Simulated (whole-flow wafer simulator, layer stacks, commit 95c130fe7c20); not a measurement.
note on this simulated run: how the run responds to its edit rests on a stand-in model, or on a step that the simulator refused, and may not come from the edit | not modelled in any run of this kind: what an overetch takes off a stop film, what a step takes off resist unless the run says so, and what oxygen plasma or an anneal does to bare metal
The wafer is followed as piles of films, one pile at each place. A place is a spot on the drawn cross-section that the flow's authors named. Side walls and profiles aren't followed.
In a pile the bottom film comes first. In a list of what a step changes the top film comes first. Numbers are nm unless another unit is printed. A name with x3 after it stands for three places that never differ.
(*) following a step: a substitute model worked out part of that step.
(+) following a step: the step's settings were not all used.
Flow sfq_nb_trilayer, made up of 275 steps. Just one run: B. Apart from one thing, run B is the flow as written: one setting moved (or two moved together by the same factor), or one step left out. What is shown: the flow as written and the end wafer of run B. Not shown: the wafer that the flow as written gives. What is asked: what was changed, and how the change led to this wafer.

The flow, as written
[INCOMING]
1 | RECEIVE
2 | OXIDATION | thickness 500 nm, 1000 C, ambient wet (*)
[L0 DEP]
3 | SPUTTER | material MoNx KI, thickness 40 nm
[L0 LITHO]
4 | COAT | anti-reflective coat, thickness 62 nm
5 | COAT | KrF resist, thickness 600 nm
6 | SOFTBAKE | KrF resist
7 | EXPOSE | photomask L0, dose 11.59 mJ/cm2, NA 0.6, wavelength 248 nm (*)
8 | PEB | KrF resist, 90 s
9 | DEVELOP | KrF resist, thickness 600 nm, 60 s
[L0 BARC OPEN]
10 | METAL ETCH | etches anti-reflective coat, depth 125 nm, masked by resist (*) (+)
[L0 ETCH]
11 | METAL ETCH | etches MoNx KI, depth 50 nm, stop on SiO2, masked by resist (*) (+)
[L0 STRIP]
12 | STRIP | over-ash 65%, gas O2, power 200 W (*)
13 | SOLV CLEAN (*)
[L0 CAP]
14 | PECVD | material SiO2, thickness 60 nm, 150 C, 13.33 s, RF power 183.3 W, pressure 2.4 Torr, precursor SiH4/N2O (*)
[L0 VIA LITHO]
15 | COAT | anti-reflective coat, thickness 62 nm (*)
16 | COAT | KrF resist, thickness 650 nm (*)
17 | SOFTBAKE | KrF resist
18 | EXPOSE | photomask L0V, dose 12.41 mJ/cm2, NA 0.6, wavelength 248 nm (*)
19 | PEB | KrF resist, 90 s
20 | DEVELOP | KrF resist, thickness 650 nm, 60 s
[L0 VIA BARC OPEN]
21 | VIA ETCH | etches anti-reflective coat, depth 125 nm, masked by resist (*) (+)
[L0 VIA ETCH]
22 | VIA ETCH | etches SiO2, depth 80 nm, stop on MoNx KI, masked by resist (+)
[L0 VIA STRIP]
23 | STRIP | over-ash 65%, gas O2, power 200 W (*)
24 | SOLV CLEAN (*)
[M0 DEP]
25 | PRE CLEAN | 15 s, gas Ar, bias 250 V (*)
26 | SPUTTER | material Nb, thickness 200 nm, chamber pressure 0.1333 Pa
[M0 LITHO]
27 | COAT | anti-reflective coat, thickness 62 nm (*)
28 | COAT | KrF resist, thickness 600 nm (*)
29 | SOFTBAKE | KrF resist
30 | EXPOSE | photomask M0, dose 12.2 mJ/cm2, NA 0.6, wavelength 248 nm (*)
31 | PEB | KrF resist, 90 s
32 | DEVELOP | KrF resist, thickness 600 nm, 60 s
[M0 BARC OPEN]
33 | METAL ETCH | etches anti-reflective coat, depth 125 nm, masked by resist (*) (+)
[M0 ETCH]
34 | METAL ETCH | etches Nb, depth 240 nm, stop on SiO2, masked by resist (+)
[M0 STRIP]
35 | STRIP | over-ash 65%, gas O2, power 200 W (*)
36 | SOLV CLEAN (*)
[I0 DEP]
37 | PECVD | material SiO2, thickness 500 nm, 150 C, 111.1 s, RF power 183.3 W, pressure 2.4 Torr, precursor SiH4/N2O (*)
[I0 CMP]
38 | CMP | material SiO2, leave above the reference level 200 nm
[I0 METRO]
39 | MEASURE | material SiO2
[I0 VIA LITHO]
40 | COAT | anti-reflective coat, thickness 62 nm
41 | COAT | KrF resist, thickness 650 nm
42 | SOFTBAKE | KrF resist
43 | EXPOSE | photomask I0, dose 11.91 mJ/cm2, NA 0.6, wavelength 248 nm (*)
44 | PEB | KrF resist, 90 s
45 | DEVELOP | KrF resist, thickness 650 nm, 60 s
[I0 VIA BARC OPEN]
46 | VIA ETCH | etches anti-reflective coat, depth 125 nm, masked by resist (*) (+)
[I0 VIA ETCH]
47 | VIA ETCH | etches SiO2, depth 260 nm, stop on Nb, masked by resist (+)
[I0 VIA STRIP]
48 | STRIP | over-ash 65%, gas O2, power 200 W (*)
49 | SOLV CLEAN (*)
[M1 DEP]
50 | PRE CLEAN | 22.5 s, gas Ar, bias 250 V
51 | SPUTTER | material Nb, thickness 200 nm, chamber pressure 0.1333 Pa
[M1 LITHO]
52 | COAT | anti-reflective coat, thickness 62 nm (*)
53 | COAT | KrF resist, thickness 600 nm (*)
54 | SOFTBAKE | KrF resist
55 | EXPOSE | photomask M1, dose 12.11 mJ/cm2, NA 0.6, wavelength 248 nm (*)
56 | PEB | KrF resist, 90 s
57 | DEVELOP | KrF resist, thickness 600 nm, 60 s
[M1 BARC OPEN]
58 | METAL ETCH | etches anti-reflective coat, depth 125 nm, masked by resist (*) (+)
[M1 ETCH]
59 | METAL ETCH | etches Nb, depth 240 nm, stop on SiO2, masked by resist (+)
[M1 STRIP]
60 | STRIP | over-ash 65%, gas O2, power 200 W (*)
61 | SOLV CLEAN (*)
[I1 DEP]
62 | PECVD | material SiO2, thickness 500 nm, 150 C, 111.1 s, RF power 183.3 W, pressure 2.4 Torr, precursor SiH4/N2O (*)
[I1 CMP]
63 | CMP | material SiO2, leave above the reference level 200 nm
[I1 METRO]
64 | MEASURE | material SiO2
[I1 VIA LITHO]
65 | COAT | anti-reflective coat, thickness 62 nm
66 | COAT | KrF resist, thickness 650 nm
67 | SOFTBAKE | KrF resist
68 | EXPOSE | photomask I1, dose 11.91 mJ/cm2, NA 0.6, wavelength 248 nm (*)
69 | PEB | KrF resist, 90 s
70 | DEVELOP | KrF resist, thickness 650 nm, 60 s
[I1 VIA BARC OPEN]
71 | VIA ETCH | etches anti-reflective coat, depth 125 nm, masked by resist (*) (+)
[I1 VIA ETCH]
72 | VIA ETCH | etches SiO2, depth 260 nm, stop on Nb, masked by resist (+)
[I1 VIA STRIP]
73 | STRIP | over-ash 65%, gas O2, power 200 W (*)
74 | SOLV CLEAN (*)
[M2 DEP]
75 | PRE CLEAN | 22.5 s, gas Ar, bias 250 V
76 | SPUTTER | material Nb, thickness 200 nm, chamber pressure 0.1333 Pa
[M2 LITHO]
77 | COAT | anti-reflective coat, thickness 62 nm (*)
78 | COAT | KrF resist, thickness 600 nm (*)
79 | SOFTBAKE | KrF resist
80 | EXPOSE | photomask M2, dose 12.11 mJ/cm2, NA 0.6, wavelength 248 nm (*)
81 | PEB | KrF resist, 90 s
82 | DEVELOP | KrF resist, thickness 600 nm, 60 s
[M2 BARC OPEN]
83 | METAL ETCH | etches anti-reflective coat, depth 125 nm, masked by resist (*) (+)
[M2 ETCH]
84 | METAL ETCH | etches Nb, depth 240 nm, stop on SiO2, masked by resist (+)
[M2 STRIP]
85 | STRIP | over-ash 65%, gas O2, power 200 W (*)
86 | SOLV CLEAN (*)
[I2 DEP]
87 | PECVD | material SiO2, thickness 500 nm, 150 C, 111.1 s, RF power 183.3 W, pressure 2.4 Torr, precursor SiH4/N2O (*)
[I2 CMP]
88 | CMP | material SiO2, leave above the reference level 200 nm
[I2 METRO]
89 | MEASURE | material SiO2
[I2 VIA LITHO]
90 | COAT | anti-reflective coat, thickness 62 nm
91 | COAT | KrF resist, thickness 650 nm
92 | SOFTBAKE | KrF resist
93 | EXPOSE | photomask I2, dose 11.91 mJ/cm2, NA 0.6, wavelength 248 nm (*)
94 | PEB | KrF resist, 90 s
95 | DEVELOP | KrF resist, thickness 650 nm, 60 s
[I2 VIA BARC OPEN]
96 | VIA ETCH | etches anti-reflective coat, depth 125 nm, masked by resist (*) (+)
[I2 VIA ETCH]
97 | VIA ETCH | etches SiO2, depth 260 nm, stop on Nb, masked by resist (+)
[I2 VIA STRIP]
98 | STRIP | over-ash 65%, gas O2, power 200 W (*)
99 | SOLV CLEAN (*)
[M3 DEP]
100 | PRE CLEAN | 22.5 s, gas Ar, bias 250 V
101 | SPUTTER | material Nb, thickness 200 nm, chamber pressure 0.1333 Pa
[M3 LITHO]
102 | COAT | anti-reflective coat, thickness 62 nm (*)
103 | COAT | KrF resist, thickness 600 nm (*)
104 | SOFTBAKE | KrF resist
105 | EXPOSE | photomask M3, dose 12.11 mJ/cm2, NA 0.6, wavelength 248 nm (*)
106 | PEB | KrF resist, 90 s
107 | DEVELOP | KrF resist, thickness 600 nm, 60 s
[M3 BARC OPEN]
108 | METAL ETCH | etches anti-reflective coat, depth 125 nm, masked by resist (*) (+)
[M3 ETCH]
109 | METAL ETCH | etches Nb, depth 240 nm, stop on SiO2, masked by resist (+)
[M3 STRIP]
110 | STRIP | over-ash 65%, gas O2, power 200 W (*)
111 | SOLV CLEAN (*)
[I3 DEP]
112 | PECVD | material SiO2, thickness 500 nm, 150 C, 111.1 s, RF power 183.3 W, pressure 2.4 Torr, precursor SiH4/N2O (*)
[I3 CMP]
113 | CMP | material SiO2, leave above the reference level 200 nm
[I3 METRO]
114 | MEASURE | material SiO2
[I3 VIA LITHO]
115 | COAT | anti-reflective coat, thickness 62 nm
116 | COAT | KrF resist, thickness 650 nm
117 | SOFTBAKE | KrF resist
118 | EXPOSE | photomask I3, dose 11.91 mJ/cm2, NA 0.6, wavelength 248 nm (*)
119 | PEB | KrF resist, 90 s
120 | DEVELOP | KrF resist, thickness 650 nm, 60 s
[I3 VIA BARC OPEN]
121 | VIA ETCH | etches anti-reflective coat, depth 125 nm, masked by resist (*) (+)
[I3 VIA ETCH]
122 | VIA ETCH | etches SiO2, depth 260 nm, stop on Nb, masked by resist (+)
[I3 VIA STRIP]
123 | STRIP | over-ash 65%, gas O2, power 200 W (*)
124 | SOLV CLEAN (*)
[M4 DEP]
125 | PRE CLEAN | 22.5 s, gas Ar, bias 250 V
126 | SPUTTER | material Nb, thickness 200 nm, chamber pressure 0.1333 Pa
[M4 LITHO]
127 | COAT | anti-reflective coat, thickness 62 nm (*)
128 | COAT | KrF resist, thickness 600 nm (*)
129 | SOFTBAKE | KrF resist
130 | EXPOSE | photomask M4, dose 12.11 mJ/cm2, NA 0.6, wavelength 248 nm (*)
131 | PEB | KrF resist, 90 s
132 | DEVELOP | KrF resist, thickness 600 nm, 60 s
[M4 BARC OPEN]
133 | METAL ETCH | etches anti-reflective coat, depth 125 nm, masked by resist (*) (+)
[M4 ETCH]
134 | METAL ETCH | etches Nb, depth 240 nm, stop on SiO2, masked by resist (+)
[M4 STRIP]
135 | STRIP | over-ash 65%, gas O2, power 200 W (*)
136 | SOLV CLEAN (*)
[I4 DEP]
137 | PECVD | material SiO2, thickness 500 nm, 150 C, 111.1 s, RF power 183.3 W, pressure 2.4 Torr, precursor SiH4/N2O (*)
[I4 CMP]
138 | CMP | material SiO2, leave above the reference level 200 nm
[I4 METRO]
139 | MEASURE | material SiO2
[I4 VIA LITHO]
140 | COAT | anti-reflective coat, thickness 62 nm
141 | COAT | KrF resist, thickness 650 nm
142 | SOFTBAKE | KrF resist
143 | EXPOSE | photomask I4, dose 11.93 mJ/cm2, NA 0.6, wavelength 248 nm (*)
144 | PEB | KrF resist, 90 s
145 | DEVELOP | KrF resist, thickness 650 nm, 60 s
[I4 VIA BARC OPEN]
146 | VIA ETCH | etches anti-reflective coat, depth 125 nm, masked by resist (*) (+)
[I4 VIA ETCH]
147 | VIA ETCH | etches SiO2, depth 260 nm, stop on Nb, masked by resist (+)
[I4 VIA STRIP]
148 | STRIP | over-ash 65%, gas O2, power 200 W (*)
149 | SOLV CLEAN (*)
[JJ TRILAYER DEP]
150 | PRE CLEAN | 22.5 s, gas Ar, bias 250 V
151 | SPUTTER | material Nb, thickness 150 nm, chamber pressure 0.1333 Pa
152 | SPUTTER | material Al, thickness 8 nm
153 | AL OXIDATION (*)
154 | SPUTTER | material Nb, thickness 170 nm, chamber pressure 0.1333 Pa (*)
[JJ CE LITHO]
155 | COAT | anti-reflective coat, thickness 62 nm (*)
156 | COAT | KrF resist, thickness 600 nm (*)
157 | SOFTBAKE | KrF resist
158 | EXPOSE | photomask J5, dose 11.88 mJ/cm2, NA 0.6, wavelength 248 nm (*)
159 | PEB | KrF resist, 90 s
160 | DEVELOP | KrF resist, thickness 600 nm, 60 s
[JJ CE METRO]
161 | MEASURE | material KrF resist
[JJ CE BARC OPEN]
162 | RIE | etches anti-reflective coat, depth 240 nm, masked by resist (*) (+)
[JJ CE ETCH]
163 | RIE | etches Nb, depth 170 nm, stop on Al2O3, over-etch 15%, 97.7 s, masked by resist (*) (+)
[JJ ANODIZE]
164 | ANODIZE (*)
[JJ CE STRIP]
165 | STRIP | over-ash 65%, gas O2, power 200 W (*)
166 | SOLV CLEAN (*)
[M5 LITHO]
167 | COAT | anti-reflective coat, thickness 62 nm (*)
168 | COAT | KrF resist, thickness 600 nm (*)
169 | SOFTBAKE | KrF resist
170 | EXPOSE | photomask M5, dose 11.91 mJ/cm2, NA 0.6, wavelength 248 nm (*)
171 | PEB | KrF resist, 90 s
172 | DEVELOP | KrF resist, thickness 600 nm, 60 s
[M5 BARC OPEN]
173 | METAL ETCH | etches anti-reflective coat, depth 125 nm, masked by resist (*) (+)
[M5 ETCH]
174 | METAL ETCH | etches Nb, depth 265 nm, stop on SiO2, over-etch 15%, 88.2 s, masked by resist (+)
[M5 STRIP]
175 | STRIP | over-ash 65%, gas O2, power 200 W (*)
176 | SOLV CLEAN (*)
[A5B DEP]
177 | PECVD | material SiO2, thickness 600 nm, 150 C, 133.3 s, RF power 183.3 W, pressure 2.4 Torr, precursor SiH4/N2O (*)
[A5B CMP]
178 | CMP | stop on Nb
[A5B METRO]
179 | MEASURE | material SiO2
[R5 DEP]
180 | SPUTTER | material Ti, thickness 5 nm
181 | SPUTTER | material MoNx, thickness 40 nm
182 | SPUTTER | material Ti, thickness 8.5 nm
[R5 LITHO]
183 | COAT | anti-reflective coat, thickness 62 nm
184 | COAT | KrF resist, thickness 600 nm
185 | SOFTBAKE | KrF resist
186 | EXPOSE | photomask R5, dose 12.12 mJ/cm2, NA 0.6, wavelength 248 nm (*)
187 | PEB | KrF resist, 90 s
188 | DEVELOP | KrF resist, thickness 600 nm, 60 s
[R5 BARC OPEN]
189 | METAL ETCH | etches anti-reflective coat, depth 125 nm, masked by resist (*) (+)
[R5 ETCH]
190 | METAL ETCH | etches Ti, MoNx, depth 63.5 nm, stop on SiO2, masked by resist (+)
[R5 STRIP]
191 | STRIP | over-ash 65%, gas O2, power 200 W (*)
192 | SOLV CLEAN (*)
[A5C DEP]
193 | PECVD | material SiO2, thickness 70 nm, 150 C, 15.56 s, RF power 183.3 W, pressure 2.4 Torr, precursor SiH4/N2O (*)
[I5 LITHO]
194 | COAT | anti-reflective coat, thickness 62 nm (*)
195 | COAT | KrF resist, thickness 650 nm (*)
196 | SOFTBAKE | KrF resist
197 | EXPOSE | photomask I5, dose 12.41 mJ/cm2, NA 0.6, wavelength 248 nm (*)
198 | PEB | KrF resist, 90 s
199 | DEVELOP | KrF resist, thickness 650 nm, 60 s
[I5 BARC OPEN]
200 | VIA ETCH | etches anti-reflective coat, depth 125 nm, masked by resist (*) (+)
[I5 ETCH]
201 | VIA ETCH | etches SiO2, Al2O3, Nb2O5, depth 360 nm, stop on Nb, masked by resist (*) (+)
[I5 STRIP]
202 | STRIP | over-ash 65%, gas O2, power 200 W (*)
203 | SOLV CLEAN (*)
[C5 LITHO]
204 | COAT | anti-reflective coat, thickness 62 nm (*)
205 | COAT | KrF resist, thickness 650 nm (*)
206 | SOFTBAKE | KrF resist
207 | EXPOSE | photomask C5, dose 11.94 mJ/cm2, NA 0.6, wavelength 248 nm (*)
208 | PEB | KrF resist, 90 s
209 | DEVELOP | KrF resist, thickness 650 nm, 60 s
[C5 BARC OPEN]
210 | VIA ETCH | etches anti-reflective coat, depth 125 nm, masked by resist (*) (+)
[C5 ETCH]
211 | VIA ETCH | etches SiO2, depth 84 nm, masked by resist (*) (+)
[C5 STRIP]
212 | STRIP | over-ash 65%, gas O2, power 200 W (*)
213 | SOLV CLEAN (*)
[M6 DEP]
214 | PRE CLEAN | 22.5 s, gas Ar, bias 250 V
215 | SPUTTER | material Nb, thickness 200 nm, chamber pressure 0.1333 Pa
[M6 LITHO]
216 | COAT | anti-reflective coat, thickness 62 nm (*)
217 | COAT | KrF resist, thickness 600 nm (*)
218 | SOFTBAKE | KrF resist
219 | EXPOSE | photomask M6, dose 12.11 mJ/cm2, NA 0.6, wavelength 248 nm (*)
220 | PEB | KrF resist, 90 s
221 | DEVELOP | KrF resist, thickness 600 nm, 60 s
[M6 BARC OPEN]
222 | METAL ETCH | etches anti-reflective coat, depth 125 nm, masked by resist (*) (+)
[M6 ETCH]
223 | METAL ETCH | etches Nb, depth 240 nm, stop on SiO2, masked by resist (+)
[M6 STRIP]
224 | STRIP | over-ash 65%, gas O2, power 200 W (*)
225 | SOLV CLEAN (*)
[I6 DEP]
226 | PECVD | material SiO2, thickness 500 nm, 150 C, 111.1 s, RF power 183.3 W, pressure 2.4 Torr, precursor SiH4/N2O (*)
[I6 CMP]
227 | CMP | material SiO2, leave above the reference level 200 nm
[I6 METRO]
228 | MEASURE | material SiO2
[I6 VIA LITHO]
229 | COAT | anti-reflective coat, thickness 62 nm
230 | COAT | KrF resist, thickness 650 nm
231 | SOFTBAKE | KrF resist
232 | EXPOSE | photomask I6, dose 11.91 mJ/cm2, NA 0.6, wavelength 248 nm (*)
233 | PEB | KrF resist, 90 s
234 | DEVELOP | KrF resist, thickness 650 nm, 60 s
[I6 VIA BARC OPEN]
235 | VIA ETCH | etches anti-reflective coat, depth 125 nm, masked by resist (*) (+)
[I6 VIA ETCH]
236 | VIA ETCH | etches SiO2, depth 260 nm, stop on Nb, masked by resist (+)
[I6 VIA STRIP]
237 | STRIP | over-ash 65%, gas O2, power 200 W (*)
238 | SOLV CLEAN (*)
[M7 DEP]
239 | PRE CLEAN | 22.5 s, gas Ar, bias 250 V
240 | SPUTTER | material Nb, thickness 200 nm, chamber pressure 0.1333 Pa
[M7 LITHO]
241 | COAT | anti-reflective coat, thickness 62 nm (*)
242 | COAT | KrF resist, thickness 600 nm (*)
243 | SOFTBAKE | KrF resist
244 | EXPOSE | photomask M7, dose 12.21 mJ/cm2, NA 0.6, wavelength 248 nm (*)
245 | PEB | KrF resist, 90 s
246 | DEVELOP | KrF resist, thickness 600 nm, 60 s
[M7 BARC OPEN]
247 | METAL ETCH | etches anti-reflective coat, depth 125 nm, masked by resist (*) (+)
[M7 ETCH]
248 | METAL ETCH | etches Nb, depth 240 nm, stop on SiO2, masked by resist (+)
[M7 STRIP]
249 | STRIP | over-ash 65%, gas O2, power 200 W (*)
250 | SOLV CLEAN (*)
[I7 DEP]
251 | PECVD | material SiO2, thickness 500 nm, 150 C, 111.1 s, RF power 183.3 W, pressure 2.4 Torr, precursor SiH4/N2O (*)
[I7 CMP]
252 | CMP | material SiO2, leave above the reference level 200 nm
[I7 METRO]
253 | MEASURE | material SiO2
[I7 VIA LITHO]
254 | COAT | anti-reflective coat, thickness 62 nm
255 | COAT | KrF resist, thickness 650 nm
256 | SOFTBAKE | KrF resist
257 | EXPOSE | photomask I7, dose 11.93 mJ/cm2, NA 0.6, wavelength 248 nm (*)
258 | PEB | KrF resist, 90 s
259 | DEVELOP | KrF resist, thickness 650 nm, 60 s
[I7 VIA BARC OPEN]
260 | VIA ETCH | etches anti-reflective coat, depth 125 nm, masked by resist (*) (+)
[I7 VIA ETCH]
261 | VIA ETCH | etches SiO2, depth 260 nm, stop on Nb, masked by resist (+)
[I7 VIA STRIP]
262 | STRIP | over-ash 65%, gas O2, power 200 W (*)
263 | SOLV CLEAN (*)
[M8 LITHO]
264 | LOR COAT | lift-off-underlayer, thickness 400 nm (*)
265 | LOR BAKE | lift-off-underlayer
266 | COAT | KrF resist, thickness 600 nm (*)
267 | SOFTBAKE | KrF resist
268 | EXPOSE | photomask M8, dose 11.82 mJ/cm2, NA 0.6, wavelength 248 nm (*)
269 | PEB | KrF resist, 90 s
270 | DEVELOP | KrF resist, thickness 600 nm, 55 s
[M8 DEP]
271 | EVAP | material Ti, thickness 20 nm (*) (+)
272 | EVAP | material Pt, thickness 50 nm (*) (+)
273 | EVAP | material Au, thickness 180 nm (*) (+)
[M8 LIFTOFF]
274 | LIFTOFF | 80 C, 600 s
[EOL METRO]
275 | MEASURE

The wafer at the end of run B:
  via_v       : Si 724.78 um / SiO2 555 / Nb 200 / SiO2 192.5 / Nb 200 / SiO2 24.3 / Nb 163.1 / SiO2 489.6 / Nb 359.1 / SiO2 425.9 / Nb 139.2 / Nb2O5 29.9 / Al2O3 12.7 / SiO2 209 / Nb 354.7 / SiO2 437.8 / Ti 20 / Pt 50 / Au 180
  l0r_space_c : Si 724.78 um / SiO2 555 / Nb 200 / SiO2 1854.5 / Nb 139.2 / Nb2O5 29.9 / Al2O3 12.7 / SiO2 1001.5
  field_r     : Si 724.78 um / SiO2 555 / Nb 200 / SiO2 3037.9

What caused this: step 63, CMP: leave above the reference level 292 nm was run, though the flow has leave above the reference level 200 nm.

How this came from the change, step by step:
  63 | CMP | material SiO2, leave above the reference level 200 nm
      field_l, be, be_sur and 72 more: SiO2 loses 8 (it would be, as written: SiO2 loses 100)
      v_sur, via_wl, via_wr and 20 more: SiO2 loses 208 (it would be, as written: SiO2 loses 300)
      (also at 8 further places)
  72 | VIA ETCH | etches SiO2, depth 260 nm, stop on Nb, masked by resist (+)
      via_v: SiO2 loses 260 (it would be, as written: SiO2 loses 199.8 (all of it))
  75 | PRE CLEAN | 22.5 s, gas Ar, bias 250 V
      via_v: SiO2 loses 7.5 (it would be, as written: Nb loses 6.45)
  76 | SPUTTER | material Nb, thickness 200 nm, chamber pressure 0.1333 Pa
      via_v: Nb gains 163.1 (new film) (it would be, as written: Nb gains 174.5)
  77 | COAT | anti-reflective coat, thickness 62 nm (*)
      via_sp: anti-reflective coat gains 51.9 (new film) (it would be, as written: anti-reflective coat gains 53.2 (new film))
      via_v: anti-reflective coat gains 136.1 (new film) (it would be, as written: anti-reflective coat gains 123.1 (new film))
      (also at 1 further place)
  78 | COAT | KrF resist, thickness 600 nm (*)
      via_v: KrF resist gains 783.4 (new film) (it would be, as written: KrF resist gains 733.7 (new film))
  85 | STRIP | over-ash 65%, gas O2, power 200 W (*)
      via_sp: KrF resist loses 370.4 (all of it), anti-reflective coat loses 51.9 (all of it) (it would be, as written: KrF resist loses 374.4 (all of it), anti-reflective coat loses 53.2 (all of it))
      via_v: KrF resist loses 565.3 (all of it), anti-reflective coat loses 136.1 (all of it) (it would be, as written: KrF resist loses 515.8 (all of it), anti-reflective coat loses 123.1 (all of it))
      (also at 1 further place)
  87 | PECVD | material SiO2, thickness 500 nm, 150 C, 111.1 s, RF power 183.3 W, pressure 2.4 Torr, precursor SiH4/N2O (*)
      via_v: SiO2 gains 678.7 (new film) (it would be, as written: SiO2 gains 606 (new film))
With metal films that touch counted as one body, via_v has 7 bodies (between them, from the top down: SiO2 437.8; SiO2 209 / Al2O3 12.7 / Nb2O5 29.9; SiO2 425.9; SiO2 489.6; SiO2 24.3; SiO2 192.5); the flow as written gives 6 bodies (between them, from the top down: SiO2 437.8; SiO2 209 / Al2O3 12.7 / Nb2O5 29.9; SiO2 425.9; SiO2 416.9; SiO2 192.5).
